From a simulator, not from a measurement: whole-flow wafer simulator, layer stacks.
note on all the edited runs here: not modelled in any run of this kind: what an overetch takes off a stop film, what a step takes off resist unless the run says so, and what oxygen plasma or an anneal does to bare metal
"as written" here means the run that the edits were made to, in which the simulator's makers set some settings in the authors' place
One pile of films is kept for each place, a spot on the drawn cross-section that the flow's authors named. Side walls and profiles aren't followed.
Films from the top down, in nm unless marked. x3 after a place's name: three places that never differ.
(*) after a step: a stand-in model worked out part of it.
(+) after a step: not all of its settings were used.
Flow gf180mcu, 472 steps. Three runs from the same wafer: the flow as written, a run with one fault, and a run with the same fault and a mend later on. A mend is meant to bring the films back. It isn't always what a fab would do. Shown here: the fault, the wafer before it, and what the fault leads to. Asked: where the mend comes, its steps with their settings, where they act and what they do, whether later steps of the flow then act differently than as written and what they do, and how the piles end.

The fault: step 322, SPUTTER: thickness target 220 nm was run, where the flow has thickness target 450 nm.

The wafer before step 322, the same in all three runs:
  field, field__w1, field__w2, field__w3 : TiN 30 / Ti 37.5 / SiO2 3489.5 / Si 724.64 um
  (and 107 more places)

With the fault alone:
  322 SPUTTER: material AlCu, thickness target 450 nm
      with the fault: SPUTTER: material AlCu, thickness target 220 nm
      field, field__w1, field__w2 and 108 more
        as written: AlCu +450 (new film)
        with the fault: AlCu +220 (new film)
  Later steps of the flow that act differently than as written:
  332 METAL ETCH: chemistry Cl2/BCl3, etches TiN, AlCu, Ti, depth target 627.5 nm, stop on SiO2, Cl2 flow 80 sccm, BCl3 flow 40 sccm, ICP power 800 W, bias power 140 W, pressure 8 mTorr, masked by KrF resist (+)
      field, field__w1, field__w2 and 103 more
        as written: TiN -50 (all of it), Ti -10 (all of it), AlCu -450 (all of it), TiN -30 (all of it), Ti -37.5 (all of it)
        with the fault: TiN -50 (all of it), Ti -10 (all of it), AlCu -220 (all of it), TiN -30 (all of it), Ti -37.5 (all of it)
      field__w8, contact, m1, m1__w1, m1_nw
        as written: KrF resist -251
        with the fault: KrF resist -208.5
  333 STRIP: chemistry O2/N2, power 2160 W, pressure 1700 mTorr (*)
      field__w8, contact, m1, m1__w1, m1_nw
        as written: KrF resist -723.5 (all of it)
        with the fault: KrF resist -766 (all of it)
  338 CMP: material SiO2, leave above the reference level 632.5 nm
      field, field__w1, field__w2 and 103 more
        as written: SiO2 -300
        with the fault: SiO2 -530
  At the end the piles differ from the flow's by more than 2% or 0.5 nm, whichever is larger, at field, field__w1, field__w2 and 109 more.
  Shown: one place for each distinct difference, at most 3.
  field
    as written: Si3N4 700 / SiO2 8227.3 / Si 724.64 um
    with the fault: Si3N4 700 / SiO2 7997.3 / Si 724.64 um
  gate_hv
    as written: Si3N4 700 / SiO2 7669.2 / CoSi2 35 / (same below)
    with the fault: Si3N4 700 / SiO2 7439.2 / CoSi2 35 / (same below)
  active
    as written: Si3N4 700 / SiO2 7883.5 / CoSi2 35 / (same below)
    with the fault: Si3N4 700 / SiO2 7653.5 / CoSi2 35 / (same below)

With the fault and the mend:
  The mend comes after step 322.
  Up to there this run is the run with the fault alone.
  322a SPUTTER: material AlCu, thickness target 230 nm (the flow's step 322 once more, with other settings)
      field, field__w1, field__w2 and 108 more
        AlCu +230
  No later step of the flow acts differently than as written at any place that is followed.
  At the end the piles are the same as the flow's at every place that both follow.
